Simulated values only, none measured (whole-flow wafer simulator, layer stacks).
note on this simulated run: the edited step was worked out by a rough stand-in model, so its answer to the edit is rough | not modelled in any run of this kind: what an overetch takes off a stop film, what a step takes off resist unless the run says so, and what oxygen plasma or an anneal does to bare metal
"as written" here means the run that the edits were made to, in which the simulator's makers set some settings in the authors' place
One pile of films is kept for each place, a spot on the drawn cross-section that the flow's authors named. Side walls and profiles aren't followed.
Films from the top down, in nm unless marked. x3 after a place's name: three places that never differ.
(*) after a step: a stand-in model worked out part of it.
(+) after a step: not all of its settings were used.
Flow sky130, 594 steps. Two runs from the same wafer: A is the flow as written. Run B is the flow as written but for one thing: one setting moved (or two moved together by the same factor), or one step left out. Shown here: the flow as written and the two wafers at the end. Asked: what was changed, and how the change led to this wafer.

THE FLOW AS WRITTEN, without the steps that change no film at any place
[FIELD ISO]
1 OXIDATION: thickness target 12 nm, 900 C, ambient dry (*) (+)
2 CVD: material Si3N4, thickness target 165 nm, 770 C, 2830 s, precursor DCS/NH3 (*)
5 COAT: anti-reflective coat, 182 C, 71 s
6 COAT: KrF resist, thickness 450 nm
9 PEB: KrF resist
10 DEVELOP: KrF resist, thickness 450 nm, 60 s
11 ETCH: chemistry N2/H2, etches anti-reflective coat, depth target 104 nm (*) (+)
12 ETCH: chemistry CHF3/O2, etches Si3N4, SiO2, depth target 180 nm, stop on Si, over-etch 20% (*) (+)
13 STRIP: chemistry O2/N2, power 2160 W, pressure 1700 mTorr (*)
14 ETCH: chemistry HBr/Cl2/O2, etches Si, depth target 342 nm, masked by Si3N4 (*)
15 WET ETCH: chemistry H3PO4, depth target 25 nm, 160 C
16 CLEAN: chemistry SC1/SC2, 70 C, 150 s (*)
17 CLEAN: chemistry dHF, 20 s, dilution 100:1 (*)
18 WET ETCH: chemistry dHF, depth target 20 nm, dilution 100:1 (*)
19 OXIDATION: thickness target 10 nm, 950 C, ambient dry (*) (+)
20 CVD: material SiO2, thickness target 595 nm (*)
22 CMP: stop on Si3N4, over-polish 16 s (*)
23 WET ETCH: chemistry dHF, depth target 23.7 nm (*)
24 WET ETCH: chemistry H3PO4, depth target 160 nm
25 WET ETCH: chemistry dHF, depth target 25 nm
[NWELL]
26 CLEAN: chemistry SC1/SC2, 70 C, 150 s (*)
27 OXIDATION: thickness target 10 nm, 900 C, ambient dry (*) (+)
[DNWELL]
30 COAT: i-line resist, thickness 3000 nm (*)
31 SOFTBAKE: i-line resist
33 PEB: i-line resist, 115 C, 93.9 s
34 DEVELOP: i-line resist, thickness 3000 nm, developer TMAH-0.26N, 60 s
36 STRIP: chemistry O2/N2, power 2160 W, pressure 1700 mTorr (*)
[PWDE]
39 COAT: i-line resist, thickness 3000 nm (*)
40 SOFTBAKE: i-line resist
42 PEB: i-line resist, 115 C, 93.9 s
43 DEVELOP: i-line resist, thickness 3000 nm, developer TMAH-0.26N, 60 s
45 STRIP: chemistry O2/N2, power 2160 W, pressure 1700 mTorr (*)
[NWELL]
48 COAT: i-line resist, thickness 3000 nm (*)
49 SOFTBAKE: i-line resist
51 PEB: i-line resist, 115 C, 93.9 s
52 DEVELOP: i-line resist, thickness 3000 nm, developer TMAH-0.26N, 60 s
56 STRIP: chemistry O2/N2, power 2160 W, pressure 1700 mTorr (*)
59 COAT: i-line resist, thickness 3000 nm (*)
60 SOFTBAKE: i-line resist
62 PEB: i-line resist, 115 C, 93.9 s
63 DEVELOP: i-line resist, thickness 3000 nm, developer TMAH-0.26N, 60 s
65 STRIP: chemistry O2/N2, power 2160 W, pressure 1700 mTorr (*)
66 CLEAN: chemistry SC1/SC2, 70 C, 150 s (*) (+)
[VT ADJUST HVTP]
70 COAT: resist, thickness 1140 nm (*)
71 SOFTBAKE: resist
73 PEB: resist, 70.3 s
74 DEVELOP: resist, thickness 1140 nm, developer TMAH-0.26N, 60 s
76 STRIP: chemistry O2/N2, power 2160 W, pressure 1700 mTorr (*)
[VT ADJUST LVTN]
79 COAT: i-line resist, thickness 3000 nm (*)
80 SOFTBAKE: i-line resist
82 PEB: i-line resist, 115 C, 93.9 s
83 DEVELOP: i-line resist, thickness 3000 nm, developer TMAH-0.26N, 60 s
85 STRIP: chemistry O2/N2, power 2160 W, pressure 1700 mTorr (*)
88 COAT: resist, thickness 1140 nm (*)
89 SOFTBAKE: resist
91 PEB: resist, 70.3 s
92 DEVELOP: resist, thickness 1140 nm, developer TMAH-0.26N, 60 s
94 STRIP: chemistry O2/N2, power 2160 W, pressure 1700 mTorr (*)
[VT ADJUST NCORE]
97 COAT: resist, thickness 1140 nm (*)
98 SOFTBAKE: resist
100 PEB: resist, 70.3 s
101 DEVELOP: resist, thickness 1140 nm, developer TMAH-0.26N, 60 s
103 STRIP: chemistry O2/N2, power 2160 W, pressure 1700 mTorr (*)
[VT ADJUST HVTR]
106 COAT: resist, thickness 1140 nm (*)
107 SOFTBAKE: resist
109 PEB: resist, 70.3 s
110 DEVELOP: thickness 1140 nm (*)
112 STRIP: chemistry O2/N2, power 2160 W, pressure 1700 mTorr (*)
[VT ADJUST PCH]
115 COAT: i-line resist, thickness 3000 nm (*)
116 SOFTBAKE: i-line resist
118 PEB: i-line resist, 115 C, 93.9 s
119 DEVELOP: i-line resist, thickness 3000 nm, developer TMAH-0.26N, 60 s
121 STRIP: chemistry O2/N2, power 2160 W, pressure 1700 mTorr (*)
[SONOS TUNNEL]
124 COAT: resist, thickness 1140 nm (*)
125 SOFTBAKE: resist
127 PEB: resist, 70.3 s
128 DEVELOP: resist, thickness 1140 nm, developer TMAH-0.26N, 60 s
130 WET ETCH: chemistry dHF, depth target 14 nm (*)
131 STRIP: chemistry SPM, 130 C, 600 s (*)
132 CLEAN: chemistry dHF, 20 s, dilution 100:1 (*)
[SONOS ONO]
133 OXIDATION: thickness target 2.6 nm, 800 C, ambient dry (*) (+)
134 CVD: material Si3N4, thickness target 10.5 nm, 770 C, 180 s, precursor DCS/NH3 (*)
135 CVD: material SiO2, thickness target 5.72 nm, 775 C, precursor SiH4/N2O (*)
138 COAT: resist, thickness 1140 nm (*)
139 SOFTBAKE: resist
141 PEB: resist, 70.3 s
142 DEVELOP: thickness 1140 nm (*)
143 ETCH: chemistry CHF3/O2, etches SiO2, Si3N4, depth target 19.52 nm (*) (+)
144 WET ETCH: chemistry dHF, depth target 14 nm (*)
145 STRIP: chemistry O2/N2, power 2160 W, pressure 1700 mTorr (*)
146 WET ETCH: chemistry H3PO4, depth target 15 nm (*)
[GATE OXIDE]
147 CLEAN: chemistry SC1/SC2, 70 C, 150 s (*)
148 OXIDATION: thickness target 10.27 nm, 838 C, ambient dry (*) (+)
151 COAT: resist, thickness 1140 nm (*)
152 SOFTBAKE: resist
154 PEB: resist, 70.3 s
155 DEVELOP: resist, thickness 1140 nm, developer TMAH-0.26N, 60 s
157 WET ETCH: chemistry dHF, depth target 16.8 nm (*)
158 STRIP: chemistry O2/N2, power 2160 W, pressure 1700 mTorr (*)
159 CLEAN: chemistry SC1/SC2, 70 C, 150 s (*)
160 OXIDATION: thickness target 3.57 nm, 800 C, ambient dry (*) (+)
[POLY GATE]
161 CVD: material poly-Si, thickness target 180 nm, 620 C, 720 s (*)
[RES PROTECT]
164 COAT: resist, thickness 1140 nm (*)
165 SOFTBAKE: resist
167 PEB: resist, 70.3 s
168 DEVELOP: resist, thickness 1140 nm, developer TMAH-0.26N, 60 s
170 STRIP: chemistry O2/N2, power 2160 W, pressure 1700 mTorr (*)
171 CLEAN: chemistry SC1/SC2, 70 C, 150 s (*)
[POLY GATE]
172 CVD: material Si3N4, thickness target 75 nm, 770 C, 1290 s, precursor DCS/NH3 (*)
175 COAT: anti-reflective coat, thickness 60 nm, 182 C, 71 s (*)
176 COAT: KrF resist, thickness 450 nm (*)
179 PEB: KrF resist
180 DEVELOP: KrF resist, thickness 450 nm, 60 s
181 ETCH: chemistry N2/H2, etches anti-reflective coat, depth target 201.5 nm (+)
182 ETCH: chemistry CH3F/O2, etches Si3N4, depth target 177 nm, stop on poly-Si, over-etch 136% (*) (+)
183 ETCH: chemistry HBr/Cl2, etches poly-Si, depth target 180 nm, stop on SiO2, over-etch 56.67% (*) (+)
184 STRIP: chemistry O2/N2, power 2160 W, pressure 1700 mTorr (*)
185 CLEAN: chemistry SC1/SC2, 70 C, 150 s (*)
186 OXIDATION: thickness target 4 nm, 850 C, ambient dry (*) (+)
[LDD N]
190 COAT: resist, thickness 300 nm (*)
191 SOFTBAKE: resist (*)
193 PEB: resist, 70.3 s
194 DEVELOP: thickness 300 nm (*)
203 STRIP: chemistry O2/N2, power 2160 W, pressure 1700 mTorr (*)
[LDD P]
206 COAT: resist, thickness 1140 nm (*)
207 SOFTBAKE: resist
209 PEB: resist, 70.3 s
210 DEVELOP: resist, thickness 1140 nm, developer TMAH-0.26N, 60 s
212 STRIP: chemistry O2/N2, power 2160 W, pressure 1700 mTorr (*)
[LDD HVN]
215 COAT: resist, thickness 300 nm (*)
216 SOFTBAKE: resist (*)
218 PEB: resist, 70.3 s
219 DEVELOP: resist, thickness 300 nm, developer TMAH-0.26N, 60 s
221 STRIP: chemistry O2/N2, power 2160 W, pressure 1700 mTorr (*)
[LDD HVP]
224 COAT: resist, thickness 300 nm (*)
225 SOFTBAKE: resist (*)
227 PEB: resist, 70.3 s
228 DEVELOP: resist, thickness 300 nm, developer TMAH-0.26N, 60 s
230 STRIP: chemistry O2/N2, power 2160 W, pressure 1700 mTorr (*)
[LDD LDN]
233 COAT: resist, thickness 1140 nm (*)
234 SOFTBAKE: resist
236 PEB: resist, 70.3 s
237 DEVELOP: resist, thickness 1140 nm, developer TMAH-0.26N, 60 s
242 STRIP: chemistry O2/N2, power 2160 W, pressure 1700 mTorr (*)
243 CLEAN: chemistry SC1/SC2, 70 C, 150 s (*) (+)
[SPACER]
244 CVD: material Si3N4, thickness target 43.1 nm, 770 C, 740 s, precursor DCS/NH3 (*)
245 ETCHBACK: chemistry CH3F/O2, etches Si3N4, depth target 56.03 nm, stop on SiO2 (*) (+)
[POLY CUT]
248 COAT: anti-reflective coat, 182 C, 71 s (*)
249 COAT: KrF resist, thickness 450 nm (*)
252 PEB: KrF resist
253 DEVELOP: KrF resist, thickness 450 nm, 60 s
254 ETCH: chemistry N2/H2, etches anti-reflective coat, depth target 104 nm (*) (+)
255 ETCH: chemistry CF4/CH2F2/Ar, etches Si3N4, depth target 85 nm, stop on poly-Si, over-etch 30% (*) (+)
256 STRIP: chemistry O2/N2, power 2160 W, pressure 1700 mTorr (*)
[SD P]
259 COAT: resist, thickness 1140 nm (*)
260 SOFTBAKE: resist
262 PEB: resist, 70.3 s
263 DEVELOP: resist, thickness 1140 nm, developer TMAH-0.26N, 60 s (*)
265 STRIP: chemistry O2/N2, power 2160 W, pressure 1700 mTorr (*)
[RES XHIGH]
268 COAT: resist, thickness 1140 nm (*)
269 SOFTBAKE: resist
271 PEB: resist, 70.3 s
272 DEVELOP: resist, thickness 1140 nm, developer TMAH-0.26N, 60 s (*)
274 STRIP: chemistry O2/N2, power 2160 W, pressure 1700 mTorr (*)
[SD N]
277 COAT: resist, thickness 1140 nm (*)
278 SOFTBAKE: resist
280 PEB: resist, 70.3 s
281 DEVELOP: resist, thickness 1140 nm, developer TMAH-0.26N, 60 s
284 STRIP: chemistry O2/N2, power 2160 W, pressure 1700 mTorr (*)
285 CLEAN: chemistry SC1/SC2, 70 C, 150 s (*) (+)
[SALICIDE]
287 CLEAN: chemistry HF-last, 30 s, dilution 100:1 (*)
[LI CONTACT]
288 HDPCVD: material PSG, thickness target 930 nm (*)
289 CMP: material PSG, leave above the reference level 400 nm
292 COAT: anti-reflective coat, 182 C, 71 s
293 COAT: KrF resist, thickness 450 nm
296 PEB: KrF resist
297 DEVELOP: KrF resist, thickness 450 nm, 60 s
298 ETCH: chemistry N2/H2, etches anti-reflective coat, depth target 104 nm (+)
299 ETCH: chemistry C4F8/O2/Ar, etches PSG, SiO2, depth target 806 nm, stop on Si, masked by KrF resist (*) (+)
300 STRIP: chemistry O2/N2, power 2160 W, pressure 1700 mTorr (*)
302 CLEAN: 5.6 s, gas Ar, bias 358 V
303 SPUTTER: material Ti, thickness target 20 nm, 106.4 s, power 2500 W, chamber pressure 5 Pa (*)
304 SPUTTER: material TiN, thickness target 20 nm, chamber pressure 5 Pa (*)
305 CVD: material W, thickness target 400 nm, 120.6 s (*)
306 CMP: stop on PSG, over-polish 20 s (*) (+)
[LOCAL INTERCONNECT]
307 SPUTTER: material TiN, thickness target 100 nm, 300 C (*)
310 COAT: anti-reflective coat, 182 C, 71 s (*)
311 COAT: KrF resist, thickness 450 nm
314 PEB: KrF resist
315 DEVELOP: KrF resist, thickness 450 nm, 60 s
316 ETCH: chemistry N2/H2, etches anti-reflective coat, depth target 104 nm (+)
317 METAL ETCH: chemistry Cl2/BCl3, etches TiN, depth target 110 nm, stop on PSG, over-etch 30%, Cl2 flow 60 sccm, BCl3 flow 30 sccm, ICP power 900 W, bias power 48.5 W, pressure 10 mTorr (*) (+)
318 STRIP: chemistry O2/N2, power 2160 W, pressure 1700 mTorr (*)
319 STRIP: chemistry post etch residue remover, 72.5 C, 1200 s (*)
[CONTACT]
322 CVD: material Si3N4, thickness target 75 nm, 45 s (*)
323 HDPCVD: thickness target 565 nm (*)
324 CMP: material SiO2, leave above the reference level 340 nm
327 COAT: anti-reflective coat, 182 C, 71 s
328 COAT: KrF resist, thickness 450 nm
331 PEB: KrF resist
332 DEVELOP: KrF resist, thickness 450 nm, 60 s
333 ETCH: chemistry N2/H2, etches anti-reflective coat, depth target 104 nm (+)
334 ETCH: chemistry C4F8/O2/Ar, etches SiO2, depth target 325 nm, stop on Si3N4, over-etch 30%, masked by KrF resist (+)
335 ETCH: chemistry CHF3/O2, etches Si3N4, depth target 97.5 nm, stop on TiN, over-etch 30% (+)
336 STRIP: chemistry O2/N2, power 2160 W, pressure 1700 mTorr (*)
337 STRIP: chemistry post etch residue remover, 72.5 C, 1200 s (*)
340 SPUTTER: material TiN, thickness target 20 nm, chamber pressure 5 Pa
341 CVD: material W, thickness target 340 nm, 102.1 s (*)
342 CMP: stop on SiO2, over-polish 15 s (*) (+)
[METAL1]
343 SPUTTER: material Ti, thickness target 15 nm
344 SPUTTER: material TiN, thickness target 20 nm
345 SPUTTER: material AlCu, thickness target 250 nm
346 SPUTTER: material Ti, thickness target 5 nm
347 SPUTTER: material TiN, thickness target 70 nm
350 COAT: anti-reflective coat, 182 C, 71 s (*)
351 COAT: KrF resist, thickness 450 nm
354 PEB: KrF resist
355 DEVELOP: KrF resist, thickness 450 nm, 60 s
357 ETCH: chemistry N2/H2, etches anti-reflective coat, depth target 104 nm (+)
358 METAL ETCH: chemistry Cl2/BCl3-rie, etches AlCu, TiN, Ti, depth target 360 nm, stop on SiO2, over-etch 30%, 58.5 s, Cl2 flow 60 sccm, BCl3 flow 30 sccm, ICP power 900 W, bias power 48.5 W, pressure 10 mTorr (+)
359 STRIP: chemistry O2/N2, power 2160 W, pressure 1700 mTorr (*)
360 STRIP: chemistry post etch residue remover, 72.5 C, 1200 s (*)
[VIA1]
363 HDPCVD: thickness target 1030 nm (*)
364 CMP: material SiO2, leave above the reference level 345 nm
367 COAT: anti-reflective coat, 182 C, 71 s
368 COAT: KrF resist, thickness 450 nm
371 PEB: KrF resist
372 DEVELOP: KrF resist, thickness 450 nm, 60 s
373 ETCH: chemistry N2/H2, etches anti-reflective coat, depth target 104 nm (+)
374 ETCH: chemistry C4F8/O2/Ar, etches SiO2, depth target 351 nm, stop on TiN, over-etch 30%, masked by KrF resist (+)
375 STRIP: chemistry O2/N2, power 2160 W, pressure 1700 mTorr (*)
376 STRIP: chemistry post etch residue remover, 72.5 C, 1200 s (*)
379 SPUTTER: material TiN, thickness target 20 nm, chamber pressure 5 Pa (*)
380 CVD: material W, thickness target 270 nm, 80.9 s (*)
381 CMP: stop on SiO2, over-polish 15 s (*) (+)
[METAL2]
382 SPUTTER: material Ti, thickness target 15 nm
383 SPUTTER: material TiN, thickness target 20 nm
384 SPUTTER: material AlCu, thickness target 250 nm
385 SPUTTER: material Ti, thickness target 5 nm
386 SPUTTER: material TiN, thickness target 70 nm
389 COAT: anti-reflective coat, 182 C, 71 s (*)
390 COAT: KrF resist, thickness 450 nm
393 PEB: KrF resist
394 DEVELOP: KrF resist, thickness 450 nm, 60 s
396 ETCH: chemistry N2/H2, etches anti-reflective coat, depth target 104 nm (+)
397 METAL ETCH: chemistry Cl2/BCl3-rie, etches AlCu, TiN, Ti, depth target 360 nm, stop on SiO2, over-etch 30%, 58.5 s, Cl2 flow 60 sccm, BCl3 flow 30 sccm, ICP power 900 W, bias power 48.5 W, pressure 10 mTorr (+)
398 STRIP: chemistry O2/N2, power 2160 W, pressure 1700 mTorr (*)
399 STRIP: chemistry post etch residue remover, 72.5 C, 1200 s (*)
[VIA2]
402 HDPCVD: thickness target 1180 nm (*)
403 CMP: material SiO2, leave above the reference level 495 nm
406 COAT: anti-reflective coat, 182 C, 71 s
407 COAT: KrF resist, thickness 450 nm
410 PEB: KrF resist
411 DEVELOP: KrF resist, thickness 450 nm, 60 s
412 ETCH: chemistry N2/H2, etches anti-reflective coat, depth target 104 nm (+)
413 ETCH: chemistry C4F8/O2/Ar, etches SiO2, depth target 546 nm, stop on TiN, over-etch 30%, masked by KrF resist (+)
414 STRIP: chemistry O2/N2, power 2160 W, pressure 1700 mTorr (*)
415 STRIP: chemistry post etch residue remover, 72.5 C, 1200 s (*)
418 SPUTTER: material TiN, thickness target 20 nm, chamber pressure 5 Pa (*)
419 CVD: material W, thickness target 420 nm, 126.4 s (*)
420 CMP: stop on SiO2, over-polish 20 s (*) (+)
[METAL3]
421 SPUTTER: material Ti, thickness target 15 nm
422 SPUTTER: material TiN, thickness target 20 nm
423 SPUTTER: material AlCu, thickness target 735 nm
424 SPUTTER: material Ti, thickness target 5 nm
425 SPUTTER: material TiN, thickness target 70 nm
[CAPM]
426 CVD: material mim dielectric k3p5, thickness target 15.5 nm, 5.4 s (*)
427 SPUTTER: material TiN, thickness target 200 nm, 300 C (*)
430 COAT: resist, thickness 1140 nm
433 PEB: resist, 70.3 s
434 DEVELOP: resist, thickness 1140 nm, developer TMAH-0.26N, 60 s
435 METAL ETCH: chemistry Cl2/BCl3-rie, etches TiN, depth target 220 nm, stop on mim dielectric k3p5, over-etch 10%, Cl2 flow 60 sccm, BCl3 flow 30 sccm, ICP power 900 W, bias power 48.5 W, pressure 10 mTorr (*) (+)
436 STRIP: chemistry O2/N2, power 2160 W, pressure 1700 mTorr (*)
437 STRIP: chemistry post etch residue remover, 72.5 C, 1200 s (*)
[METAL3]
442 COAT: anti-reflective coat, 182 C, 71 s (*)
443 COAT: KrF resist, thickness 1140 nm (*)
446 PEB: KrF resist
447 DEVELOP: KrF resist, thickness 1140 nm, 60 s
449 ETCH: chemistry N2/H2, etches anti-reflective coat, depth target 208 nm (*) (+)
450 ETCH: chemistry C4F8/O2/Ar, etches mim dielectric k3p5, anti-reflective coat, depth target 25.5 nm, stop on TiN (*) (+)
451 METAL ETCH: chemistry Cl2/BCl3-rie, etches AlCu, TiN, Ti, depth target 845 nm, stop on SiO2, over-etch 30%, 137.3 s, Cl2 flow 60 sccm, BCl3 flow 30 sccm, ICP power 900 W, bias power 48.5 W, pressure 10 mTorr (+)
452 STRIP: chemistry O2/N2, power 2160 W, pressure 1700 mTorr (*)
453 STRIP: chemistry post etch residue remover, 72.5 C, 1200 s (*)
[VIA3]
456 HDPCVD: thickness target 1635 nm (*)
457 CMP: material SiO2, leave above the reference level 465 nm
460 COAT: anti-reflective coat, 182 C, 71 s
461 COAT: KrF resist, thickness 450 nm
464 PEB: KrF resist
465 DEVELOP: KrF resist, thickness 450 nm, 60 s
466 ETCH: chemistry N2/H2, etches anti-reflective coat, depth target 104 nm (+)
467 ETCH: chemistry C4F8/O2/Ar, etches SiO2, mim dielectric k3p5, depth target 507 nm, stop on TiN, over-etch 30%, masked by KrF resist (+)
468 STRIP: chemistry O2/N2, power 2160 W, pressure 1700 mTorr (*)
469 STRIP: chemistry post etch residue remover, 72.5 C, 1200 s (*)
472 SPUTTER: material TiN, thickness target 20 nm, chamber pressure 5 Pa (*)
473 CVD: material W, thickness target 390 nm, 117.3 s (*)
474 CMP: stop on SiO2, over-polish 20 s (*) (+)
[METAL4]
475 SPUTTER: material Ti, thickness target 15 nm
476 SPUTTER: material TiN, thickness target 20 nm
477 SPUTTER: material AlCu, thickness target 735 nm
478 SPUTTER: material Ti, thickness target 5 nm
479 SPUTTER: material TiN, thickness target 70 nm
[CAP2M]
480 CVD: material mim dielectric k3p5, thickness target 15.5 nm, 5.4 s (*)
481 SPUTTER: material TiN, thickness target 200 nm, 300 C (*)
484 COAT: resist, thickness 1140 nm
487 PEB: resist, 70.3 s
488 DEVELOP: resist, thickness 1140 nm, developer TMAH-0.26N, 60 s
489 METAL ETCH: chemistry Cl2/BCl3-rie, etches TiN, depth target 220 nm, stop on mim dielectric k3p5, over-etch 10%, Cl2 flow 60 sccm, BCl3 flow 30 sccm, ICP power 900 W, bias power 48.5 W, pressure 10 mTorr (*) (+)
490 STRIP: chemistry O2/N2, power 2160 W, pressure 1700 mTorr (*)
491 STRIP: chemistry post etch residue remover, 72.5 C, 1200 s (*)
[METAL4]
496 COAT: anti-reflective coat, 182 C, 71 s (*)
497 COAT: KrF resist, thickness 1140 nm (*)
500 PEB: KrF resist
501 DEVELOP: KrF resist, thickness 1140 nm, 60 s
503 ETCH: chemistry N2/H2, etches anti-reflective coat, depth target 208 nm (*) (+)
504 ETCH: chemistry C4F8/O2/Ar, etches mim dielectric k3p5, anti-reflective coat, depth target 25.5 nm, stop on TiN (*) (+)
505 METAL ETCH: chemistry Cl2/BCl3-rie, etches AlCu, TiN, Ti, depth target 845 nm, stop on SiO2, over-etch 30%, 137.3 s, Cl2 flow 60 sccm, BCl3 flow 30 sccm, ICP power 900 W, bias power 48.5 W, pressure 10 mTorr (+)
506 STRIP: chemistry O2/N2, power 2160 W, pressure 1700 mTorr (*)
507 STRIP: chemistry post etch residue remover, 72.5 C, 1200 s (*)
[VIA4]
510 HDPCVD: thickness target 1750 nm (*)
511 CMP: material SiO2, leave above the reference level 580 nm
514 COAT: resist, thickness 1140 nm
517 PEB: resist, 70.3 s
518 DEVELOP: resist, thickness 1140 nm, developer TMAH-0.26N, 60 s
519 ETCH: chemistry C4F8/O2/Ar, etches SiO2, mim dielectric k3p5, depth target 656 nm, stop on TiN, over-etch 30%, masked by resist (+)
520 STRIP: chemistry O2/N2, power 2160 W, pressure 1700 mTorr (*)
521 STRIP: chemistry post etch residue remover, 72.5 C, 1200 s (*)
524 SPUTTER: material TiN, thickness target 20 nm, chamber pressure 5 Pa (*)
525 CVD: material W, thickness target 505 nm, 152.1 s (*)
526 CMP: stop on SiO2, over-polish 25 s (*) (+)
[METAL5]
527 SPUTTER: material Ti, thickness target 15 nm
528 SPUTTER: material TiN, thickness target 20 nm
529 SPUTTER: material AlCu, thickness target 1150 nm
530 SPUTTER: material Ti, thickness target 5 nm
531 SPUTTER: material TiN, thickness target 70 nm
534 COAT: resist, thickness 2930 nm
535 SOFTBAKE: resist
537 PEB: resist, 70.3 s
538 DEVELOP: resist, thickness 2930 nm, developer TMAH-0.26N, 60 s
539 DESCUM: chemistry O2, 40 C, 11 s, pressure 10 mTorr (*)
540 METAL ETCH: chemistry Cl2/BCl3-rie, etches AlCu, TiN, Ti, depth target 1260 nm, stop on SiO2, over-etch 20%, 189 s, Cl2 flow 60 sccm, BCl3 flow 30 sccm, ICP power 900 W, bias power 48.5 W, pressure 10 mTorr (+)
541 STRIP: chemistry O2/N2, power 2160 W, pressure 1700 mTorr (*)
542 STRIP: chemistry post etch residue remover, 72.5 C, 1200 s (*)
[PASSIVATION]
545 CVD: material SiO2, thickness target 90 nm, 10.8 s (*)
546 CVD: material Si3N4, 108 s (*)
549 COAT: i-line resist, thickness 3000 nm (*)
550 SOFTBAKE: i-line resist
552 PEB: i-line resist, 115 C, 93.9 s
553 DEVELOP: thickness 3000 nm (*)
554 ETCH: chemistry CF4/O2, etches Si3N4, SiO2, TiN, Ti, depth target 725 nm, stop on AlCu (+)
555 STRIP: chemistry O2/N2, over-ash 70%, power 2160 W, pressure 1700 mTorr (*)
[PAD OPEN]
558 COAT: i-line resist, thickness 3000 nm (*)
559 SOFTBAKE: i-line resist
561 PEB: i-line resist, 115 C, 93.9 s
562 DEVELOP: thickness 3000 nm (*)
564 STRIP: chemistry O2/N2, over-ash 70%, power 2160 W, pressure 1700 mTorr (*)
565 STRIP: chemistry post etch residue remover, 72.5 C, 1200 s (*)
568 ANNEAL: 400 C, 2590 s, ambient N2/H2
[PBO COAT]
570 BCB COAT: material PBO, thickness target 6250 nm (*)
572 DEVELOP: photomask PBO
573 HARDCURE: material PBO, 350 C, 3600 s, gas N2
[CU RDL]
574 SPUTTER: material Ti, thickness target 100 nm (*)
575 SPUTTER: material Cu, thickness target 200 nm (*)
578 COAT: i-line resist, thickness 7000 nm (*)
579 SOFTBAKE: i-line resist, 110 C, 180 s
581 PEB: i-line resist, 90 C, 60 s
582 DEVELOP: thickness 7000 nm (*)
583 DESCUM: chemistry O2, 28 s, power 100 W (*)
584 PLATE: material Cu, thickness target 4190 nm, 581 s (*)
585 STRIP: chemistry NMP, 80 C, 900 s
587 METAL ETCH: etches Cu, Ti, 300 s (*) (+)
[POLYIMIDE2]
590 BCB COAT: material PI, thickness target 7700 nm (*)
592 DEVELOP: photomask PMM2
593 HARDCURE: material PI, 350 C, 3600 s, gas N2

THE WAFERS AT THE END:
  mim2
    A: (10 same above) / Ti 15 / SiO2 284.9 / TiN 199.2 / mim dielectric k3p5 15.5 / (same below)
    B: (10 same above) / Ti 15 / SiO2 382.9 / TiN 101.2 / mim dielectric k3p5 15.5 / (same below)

The cause: step 481, SPUTTER: thickness target 102 nm was run, where the flow has thickness target 200 nm.

How the change led to this, step by step:
  481 SPUTTER: material TiN, thickness target 200 nm, 300 C (*)
      field, active, n_well and 189 more: A TiN +200 (new film) | B TiN +102 (new film)
  489 METAL ETCH: chemistry Cl2/BCl3-rie, etches TiN, depth target 220 nm, stop on mim dielectric k3p5, over-etch 10%, Cl2 flow 60 sccm, BCl3 flow 30 sccm, ICP power 900 W, bias power 48.5 W, pressure 10 mTorr (*) (+)
      field, active, n_well and 188 more: A TiN -200 (all of it) | B TiN -102 (all of it)
      mim2: A resist -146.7 | B resist -74.8
  490 STRIP: chemistry O2/N2, power 2160 W, pressure 1700 mTorr (*)
      mim2: A resist -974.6 (all of it) | B resist -1046.5 (all of it)
  496 COAT: anti-reflective coat, 182 C, 71 s (*)
      iso_guard__w2: A anti-reflective coat +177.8 (new film) | B anti-reflective coat +116.4 (new film)
      mim2: A anti-reflective coat +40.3 (new film) | B anti-reflective coat +31.6 (new film)
  497 COAT: KrF resist, thickness 1140 nm (*)
      iso_guard__w2: A KrF resist +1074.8 (new film) | B KrF resist +1116.3 (new film)
      mim2: A KrF resist +1018.9 (new film) | B KrF resist +1101.3 (new film)
  506 STRIP: chemistry O2/N2, power 2160 W, pressure 1700 mTorr (*)
      iso_guard__w2: A KrF resist -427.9 (all of it), anti-reflective coat -177.8 (all of it) | B KrF resist -469.2 (all of it), anti-reflective coat -116.4 (all of it)
      mim2: A KrF resist -372.1 (all of it), anti-reflective coat -40.3 (all of it) | B KrF resist -454.3 (all of it), anti-reflective coat -31.6 (all of it)
  511 CMP: material SiO2, leave above the reference level 580 nm
      mim2: A SiO2 -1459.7 | B SiO2 -1361.7
